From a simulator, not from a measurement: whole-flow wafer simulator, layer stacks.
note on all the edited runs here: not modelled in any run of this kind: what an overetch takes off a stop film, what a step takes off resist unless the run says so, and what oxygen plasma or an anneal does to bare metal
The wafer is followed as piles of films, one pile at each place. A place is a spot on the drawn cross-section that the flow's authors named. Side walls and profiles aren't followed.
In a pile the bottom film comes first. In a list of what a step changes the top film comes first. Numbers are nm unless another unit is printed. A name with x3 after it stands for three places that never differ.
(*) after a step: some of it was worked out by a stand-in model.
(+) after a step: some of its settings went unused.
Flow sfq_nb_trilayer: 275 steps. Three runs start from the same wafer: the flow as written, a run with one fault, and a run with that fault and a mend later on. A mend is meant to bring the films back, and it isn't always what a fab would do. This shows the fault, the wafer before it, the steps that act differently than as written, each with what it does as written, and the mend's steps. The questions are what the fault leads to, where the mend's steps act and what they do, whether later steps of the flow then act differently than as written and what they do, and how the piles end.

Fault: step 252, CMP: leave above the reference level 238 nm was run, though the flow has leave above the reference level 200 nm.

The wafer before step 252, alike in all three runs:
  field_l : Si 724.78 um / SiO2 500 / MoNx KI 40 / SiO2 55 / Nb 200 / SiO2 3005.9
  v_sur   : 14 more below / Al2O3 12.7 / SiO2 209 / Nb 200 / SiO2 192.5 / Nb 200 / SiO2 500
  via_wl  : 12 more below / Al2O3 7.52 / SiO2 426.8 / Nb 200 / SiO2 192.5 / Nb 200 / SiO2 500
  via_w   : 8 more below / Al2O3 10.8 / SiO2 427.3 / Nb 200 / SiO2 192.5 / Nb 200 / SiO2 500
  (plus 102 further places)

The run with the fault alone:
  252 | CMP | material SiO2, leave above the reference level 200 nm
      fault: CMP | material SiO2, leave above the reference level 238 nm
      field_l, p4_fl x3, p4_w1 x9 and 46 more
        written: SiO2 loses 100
        fault: SiO2 loses 62
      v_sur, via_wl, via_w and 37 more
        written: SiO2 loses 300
        fault: SiO2 loses 262
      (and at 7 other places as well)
  Steps further on in the flow that do not act as written (3 more steps, not shown, differ only slightly: by at most 2% or 0.5 nm, whichever is larger):
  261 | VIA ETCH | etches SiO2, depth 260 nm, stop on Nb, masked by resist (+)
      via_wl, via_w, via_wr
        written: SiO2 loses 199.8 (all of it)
        fault: SiO2 loses 237.8 (all of it)
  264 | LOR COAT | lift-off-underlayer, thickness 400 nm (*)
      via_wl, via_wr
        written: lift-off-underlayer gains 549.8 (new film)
        fault: lift-off-underlayer gains 578.2 (new film)
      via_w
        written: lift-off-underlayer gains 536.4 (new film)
        fault: lift-off-underlayer gains 562.3 (new film)
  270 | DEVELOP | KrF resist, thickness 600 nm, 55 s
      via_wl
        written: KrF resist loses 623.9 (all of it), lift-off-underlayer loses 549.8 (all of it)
        fault: KrF resist loses 628.6 (all of it), lift-off-underlayer loses 578.2 (all of it)
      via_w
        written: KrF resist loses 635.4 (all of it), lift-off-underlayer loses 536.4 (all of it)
        fault: KrF resist loses 642.4 (all of it), lift-off-underlayer loses 562.3 (all of it)
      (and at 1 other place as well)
  By the end, the piles at v_sur, via_sp, via_v and 83 more depart from the flow's by more than 2% or 0.5 nm, whichever is larger.
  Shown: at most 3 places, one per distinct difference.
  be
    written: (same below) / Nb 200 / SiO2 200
    fault: (same below) / Nb 200 / SiO2 238
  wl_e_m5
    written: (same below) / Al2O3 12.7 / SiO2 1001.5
    fault: (same below) / Al2O3 12.7 / SiO2 1039.5
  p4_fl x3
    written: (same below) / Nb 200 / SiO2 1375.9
    fault: (same below) / Nb 200 / SiO2 1413.9

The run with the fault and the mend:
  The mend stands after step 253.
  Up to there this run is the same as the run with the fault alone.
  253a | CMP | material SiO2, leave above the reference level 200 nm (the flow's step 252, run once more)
      field_l, v_sur, via_wl and 103 more
        SiO2 loses 38
  Every later step of the flow that is run acts as written at every place that is followed.
  At every place that both follow, the piles at the end match the flow's.
